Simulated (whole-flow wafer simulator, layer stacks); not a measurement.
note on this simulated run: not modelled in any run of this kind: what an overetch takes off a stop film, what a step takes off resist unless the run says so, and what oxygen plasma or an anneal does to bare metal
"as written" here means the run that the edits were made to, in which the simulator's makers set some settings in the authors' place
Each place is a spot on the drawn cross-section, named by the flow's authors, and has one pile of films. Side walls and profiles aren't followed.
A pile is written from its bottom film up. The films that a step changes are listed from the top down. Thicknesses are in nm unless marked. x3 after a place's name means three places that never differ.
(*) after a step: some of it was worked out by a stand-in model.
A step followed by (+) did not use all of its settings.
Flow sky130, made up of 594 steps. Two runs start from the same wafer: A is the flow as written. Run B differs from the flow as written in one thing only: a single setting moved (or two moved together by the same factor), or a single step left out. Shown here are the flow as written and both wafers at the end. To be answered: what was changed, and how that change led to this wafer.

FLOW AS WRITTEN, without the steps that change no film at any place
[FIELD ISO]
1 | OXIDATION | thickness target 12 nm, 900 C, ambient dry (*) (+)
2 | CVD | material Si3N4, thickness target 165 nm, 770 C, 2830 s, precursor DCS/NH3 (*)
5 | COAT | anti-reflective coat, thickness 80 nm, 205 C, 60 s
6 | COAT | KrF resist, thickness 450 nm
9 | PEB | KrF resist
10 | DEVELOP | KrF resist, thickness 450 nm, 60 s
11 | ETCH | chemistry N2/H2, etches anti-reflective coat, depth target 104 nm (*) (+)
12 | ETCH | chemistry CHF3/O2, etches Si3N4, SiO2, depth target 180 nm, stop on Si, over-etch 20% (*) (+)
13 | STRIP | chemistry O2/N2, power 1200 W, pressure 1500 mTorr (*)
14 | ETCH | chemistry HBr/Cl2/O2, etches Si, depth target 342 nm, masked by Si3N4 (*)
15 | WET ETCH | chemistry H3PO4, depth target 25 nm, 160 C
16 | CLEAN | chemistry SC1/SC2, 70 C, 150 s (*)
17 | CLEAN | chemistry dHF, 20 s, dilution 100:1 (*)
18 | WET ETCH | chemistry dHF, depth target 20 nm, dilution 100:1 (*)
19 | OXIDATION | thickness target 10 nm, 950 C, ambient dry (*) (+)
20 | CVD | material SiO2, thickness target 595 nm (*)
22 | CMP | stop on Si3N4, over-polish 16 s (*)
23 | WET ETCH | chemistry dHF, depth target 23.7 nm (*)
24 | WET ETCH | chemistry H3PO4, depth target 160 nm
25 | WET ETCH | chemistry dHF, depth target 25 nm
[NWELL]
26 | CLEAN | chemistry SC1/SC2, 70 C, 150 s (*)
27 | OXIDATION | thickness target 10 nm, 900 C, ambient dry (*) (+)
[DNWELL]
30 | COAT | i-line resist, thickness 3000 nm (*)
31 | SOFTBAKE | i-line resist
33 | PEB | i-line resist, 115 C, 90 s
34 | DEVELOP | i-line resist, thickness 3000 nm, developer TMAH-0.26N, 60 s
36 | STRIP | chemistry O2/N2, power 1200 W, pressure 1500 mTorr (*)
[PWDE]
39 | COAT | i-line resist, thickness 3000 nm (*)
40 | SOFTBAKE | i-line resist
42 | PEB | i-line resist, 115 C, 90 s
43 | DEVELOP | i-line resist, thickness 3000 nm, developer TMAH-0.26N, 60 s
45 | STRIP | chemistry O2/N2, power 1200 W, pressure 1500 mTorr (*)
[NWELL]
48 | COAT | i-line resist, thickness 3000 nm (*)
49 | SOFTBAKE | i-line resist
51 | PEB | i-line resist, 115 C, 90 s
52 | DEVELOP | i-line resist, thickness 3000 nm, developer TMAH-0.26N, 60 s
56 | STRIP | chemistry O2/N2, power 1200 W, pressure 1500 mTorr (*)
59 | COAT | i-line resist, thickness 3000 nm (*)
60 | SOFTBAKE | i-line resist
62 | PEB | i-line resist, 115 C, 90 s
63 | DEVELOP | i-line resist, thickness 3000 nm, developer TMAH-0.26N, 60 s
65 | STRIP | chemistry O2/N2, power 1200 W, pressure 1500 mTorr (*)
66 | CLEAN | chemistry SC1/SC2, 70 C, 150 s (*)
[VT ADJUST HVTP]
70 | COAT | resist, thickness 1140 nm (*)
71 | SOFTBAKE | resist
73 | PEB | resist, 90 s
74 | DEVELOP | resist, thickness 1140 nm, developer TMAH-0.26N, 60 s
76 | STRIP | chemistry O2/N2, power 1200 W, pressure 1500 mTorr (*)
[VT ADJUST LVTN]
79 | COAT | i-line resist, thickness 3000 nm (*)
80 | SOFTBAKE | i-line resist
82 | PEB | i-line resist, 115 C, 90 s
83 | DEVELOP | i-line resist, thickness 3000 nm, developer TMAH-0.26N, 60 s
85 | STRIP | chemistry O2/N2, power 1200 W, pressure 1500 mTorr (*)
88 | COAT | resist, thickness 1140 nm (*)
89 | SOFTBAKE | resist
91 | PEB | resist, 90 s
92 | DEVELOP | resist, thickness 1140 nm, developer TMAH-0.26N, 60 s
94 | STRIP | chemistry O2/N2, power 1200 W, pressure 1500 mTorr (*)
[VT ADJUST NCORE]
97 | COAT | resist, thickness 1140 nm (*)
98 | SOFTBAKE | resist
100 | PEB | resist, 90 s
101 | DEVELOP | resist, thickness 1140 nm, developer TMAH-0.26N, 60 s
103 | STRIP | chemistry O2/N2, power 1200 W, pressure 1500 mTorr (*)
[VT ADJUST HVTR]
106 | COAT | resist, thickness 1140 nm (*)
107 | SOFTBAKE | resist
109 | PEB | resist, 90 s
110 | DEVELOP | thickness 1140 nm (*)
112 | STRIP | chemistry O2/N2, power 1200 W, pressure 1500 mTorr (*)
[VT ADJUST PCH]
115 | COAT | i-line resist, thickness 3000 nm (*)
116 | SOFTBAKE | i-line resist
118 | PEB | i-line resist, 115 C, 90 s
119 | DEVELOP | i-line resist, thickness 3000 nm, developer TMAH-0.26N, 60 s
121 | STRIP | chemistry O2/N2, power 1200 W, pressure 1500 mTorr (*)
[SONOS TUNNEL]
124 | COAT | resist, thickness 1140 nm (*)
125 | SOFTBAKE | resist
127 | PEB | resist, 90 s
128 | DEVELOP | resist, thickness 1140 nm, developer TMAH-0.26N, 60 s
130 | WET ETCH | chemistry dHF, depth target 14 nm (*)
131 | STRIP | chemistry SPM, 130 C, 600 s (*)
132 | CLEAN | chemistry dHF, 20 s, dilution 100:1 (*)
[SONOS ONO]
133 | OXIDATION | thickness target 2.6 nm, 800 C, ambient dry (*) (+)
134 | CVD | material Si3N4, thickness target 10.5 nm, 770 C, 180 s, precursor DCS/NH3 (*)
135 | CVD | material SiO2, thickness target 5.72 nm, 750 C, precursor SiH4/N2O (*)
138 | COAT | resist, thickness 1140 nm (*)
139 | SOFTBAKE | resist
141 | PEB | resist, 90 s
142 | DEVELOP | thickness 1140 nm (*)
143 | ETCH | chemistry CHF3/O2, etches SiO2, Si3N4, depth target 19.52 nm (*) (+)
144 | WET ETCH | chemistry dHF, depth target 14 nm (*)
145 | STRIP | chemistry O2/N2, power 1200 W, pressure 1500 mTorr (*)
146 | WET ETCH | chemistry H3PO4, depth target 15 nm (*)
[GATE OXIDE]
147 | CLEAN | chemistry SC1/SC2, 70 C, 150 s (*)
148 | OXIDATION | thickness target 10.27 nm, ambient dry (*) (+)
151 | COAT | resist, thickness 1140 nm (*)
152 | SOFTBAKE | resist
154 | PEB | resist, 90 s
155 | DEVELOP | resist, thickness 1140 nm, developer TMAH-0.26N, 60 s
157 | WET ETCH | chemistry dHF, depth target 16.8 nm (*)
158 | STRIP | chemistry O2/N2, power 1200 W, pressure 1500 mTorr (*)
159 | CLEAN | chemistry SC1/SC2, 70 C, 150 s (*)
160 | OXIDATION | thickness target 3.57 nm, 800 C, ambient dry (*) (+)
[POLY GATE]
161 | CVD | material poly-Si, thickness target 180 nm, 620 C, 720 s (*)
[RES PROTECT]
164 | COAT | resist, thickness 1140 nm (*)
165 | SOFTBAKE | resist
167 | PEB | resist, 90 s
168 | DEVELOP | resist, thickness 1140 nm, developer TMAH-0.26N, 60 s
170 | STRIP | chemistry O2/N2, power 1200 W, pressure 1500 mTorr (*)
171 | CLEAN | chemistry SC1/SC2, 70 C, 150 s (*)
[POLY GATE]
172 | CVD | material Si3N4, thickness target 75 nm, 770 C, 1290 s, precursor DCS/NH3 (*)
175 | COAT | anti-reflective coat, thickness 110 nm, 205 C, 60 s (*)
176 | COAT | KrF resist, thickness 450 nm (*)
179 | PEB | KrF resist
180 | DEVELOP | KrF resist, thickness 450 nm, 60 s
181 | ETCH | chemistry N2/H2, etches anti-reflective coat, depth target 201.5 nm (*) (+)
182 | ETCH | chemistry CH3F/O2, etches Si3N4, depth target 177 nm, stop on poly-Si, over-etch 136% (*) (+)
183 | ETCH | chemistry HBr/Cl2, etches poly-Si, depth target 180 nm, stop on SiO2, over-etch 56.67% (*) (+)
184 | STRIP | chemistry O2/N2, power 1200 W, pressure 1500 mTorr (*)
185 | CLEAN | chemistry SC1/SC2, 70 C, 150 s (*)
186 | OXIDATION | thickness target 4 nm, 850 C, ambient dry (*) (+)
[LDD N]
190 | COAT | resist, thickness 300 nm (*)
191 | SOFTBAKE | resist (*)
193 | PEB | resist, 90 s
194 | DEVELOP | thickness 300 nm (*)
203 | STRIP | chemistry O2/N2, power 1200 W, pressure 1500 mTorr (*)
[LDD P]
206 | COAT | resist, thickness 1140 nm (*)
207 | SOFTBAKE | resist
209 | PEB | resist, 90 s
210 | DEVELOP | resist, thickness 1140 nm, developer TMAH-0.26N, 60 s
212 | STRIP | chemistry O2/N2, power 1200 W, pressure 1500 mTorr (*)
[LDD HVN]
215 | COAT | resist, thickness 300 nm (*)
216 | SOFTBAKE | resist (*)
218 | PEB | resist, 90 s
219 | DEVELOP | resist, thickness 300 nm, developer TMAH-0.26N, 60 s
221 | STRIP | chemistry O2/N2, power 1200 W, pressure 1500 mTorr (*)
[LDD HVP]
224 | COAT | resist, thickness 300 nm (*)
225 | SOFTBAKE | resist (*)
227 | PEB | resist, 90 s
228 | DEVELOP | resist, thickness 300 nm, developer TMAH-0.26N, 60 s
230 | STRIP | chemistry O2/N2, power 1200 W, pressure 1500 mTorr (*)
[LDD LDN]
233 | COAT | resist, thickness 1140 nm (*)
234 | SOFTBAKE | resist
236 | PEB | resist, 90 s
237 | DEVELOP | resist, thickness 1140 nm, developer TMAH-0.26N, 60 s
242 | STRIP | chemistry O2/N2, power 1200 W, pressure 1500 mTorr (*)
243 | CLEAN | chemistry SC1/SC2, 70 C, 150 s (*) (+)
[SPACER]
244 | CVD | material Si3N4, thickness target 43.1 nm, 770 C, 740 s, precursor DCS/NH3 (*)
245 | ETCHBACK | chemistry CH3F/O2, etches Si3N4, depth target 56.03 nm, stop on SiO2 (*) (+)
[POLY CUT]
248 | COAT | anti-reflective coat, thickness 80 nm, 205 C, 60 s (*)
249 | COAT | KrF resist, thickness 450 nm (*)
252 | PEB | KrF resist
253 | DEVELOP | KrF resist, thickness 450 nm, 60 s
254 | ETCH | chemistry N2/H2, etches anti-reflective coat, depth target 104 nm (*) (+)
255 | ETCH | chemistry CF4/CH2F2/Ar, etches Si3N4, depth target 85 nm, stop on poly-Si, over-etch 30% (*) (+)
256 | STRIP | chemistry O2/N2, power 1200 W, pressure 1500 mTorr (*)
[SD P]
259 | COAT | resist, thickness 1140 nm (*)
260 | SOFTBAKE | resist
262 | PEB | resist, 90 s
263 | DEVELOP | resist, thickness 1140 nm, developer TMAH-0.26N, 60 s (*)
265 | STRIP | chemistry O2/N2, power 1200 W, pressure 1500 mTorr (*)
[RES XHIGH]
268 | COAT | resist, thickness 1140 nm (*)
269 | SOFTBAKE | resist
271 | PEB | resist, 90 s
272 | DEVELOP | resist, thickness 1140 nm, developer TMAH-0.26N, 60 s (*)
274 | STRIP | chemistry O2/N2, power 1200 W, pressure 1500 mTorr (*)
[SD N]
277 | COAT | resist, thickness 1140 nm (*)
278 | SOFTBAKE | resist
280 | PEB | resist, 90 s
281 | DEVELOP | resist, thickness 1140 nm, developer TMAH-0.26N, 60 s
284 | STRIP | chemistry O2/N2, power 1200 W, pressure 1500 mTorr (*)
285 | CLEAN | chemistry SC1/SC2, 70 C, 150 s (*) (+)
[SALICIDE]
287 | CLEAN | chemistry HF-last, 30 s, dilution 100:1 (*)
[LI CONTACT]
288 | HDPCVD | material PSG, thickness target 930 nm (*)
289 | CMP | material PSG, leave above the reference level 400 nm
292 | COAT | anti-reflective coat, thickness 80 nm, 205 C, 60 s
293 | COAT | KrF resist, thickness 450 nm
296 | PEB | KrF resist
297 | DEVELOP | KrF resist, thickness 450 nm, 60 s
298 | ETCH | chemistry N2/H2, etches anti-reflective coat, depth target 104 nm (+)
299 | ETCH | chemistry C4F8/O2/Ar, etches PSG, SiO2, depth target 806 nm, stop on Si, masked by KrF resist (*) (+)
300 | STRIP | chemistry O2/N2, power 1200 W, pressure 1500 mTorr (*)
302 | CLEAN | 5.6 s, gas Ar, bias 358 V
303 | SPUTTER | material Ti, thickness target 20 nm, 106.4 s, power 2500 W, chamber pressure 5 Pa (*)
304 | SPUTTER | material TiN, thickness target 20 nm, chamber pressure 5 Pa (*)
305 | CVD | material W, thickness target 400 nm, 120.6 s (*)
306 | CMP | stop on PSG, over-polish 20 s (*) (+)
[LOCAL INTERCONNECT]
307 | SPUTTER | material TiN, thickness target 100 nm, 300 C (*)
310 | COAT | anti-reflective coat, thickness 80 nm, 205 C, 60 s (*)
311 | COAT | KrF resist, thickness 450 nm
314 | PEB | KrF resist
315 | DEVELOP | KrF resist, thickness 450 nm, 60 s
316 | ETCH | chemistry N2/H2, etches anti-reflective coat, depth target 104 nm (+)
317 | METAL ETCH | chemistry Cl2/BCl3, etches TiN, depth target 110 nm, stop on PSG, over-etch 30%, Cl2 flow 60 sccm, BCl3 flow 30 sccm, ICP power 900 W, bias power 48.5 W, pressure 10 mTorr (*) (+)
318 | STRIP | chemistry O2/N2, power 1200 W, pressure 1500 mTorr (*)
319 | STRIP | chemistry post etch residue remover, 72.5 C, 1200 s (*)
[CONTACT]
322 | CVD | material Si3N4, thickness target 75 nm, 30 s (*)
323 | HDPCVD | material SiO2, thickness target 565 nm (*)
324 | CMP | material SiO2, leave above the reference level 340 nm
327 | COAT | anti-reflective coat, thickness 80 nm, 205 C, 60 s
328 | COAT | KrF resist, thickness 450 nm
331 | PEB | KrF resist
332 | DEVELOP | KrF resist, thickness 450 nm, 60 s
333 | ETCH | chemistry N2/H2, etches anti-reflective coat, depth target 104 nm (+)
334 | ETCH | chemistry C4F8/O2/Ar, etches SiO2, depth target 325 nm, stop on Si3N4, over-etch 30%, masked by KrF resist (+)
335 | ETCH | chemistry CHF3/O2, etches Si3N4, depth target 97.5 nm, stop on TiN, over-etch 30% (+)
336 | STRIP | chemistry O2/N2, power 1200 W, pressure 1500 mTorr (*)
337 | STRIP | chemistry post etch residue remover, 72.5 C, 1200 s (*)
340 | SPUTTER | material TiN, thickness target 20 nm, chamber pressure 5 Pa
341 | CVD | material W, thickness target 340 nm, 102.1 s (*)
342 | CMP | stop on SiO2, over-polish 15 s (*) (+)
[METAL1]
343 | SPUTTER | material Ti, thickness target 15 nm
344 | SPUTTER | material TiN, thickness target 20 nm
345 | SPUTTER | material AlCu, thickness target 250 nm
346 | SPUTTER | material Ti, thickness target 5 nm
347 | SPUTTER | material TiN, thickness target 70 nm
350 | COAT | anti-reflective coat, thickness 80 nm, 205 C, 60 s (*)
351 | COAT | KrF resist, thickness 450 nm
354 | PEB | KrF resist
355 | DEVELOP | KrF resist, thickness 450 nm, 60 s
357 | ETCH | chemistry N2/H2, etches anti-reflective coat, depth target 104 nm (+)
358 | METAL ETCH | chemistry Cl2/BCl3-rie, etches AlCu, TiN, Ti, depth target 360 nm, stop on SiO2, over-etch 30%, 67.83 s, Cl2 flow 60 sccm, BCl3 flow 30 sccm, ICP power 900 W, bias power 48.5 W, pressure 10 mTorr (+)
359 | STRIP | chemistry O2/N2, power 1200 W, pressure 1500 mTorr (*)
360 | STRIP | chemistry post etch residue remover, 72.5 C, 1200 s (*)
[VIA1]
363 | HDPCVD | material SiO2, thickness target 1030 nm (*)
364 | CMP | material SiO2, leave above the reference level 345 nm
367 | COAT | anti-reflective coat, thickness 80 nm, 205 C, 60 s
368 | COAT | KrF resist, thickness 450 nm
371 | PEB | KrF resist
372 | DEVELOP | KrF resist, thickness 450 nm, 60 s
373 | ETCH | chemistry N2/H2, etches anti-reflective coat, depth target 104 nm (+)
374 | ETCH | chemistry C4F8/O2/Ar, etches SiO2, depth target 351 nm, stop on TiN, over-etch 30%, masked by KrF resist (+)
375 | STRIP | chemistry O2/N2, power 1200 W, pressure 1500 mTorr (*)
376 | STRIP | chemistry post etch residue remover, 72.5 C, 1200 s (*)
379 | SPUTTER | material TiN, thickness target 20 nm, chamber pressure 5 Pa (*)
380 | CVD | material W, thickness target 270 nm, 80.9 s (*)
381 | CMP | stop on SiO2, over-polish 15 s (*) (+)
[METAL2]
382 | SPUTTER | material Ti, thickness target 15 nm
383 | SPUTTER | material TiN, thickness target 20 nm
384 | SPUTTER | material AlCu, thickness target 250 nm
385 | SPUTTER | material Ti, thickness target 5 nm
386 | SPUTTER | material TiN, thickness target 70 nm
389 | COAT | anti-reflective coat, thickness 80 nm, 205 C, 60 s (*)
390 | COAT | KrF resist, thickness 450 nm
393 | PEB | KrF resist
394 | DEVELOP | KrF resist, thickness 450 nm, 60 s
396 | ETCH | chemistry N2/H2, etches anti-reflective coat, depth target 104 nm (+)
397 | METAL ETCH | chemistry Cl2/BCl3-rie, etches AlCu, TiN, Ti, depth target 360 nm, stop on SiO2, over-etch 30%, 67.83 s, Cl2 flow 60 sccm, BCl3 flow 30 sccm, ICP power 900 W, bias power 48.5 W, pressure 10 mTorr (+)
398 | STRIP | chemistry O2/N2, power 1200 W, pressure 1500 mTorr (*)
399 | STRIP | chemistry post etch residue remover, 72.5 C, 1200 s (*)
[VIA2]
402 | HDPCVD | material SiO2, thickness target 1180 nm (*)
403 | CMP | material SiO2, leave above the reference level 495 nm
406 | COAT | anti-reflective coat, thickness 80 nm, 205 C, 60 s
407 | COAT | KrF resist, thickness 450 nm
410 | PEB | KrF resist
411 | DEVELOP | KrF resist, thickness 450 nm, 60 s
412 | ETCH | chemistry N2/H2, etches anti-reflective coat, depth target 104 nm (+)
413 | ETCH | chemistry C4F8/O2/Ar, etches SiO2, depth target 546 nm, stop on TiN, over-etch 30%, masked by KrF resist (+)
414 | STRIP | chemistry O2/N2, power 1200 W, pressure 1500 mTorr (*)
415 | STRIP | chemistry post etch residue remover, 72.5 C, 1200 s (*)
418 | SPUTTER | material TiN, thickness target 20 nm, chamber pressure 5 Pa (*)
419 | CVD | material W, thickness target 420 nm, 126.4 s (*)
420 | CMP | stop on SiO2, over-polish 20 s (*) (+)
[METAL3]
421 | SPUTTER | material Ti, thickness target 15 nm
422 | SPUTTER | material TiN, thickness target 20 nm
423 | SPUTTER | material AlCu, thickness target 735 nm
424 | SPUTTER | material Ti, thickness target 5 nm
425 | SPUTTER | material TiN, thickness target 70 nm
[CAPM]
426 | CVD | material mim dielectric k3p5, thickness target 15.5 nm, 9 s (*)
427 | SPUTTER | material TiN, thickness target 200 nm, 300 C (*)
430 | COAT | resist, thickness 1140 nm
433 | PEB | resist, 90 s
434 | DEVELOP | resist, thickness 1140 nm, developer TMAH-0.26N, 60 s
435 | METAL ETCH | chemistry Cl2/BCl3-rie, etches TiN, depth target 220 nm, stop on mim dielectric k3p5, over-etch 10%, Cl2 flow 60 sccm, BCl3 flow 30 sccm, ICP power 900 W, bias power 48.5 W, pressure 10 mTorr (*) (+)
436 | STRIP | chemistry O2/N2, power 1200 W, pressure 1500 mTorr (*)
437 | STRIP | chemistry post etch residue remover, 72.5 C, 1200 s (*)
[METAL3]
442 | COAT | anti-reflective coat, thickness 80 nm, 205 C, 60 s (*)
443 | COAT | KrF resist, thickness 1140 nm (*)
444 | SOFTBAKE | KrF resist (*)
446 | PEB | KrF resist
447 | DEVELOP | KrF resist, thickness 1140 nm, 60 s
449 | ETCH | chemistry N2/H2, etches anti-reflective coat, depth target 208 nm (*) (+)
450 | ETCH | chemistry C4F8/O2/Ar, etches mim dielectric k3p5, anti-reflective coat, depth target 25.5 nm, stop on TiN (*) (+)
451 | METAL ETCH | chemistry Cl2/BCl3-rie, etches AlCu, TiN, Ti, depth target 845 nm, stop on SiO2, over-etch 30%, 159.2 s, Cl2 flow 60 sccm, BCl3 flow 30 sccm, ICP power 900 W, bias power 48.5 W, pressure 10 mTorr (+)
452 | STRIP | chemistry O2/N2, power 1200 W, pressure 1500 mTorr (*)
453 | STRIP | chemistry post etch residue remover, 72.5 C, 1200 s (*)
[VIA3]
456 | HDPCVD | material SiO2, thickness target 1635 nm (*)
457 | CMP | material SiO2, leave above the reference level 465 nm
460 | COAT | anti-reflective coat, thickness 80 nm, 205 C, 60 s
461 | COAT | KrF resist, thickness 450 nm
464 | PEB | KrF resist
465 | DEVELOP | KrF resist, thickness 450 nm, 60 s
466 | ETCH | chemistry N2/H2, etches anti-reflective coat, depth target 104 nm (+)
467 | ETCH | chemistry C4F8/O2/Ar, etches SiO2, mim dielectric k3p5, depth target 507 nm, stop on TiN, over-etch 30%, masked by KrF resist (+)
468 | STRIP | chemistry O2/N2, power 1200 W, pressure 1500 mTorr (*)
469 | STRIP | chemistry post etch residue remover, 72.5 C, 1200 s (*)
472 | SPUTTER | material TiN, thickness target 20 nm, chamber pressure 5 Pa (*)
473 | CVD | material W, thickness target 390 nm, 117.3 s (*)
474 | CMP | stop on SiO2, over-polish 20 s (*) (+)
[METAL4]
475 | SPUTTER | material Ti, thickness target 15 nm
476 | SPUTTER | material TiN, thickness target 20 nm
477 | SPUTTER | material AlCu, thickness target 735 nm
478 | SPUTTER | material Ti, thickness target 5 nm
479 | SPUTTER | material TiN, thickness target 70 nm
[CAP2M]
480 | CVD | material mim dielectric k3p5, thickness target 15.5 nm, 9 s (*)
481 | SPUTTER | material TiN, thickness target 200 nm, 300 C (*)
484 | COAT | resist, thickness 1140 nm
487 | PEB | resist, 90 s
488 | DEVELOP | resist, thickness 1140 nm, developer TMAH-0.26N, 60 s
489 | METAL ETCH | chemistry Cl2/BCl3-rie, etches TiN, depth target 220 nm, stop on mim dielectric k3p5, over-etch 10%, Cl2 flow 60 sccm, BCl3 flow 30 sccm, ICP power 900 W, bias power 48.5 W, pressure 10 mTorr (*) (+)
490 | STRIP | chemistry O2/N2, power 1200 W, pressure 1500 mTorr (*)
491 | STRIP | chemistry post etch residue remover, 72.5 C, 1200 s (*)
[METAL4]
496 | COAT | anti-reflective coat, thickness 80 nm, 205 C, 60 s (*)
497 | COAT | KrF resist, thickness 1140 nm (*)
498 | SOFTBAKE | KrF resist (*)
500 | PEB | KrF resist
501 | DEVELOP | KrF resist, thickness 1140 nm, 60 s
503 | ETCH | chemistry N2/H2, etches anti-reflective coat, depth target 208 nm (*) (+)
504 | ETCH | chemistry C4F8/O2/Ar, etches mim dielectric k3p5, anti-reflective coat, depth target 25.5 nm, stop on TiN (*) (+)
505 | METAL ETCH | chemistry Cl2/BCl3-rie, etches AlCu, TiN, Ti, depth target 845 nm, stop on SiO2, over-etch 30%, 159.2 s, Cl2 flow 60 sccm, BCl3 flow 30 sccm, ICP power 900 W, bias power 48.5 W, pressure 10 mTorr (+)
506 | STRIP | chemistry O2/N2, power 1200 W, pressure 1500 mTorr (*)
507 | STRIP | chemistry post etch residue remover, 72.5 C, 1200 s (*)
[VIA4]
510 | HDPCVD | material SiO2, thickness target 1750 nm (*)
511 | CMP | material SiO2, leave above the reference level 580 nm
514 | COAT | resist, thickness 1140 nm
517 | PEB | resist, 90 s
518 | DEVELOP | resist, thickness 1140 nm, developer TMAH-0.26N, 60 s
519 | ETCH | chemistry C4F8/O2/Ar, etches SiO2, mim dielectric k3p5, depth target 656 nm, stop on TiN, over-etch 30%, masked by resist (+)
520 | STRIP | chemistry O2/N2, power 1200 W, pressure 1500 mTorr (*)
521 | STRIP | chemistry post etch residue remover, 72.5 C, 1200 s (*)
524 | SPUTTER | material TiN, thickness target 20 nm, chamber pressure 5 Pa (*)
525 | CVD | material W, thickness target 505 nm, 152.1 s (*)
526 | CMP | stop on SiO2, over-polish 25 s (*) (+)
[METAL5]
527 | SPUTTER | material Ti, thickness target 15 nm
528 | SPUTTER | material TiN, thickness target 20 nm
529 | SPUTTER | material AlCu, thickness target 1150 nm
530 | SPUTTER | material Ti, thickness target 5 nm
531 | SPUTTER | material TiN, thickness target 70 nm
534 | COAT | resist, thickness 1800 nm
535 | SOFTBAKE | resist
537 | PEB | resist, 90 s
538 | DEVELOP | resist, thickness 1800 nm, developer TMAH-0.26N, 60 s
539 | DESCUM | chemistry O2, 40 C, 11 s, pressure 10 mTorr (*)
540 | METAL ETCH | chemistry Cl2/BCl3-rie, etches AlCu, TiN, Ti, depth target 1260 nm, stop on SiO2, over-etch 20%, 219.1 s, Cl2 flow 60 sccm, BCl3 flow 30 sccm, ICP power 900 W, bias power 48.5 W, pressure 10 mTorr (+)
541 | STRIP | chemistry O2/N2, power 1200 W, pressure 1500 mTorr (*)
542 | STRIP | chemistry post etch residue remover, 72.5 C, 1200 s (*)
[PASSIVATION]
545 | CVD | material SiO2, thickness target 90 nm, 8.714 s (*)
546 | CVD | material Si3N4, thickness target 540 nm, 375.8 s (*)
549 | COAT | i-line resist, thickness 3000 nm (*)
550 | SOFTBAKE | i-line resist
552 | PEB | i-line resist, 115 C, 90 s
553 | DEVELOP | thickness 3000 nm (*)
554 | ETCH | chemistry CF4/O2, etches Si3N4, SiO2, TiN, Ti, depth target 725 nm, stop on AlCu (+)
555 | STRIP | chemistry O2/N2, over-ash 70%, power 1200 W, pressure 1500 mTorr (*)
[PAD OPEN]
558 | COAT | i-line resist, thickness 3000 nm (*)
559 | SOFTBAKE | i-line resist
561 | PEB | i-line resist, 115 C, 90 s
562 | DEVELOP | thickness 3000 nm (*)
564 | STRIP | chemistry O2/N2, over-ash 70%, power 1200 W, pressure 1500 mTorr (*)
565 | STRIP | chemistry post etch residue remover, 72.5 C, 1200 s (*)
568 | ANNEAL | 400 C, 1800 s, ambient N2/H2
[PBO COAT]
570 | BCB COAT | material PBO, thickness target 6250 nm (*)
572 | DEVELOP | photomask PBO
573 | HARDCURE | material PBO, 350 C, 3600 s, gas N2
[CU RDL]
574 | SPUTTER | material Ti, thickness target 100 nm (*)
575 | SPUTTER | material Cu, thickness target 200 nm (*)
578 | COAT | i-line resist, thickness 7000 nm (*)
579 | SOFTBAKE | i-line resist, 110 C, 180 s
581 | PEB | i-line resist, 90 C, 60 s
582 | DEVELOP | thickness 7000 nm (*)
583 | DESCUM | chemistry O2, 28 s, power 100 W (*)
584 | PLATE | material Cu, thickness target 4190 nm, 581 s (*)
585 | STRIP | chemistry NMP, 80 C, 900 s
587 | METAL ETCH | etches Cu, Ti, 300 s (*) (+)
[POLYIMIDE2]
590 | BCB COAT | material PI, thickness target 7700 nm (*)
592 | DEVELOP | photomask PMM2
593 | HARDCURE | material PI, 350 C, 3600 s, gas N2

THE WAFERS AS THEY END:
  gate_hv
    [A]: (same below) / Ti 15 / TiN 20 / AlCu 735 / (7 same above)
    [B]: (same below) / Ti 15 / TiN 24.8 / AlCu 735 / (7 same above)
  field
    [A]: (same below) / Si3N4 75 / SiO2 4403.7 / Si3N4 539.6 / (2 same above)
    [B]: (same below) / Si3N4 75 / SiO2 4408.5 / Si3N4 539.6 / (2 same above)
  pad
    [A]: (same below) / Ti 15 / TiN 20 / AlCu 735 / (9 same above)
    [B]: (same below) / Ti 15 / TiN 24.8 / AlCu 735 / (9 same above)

What caused this: step 476, SPUTTER: thickness target 24.8 nm was run, while the flow as written has thickness target 20 nm.
The wafer lets one read it off: gate_hv has TiN 24.8, and step 476 as written asks for 20 nm.

How this came from the change, step by step:
  476 | SPUTTER | material TiN, thickness target 20 nm
      field, active, n_well and 189 more: A +20 TiN (new film) | B +24.8 TiN (new film)
  505 | METAL ETCH | chemistry Cl2/BCl3-rie, etches AlCu, TiN, Ti, depth target 845 nm, stop on SiO2, over-etch 30%, 159.2 s, Cl2 flow 60 sccm, BCl3 flow 30 sccm, ICP power 900 W, bias power 48.5 W, pressure 10 mTorr (+)
      field, active, gate and 70 more: A -70 TiN (all of it), -5 Ti (all of it), -735 AlCu (all of it), -20 TiN (all of it), -15 Ti (all of it), -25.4 SiO2 | B -70 TiN (all of it), -5 Ti (all of it), -735 AlCu (all of it), -24.8 TiN (all of it), -15 Ti (all of it), -24.9 SiO2
      vpp_iso1, mim_edge_plate, m1_ln and 12 more: A -70 TiN (all of it), -5 Ti (all of it), -735 AlCu (all of it), -20 TiN (all of it), -15 Ti (all of it), -25.3 SiO2 | B -70 TiN (all of it), -5 Ti (all of it), -735 AlCu (all of it), -24.8 TiN (all of it), -15 Ti (all of it), -24.9 SiO2
